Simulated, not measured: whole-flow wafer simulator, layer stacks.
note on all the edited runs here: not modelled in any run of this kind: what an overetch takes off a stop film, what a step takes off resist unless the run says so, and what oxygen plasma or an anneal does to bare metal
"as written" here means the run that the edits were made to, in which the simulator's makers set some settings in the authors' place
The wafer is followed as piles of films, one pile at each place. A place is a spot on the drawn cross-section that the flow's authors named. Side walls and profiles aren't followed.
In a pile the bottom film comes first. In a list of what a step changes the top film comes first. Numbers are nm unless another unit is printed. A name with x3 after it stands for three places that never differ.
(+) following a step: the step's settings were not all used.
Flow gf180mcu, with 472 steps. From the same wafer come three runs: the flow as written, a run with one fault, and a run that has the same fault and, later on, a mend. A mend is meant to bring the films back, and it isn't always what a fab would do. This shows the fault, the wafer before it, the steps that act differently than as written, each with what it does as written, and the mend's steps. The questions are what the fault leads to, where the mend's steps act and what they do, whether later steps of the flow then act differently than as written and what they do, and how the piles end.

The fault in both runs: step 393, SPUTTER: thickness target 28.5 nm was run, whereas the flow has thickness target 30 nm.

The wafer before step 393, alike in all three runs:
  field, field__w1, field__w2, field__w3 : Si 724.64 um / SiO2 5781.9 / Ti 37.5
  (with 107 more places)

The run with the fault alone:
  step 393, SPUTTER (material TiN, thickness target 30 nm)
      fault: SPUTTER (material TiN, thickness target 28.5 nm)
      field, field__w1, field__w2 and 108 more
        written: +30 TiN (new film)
        fault: +28.5 TiN (new film)
  Steps later in the flow that act otherwise than as written (2 more steps, not shown, differ only slightly: by at most 2% or 0.5 nm, whichever is larger):
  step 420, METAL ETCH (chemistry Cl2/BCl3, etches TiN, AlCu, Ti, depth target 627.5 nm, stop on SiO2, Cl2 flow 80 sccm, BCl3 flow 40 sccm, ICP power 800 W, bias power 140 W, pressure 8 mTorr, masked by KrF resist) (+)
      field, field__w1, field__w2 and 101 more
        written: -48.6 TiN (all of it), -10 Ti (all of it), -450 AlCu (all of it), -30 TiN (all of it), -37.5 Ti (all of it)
        fault: -48.6 TiN (all of it), -10 Ti (all of it), -450 AlCu (all of it), -28.5 TiN (all of it), -37.5 Ti (all of it)
  The piles end different from the flow's at field__w4, field__w8, contact, m1, m1__w1, mim, mim_1p0, m1_nw by more than 2% or 0.5 nm, whichever is larger.
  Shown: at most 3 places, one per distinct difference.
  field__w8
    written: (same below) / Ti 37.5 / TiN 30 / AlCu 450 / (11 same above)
    fault: (same below) / Ti 37.5 / TiN 28.5 / AlCu 450 / (11 same above)
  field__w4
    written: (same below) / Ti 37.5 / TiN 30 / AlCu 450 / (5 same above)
    fault: (same below) / Ti 37.5 / TiN 28.5 / AlCu 450 / (5 same above)
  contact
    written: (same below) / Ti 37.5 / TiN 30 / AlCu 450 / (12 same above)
    fault: (same below) / Ti 37.5 / TiN 28.5 / AlCu 450 / (12 same above)

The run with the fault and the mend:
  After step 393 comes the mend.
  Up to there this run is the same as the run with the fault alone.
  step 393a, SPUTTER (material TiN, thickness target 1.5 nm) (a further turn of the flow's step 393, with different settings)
      field, field__w1, field__w2 and 108 more
        +1.5 TiN
  Later steps of the flow that are run all act as written at every place that is followed.
  The piles end the same as the flow's at every place that both follow.
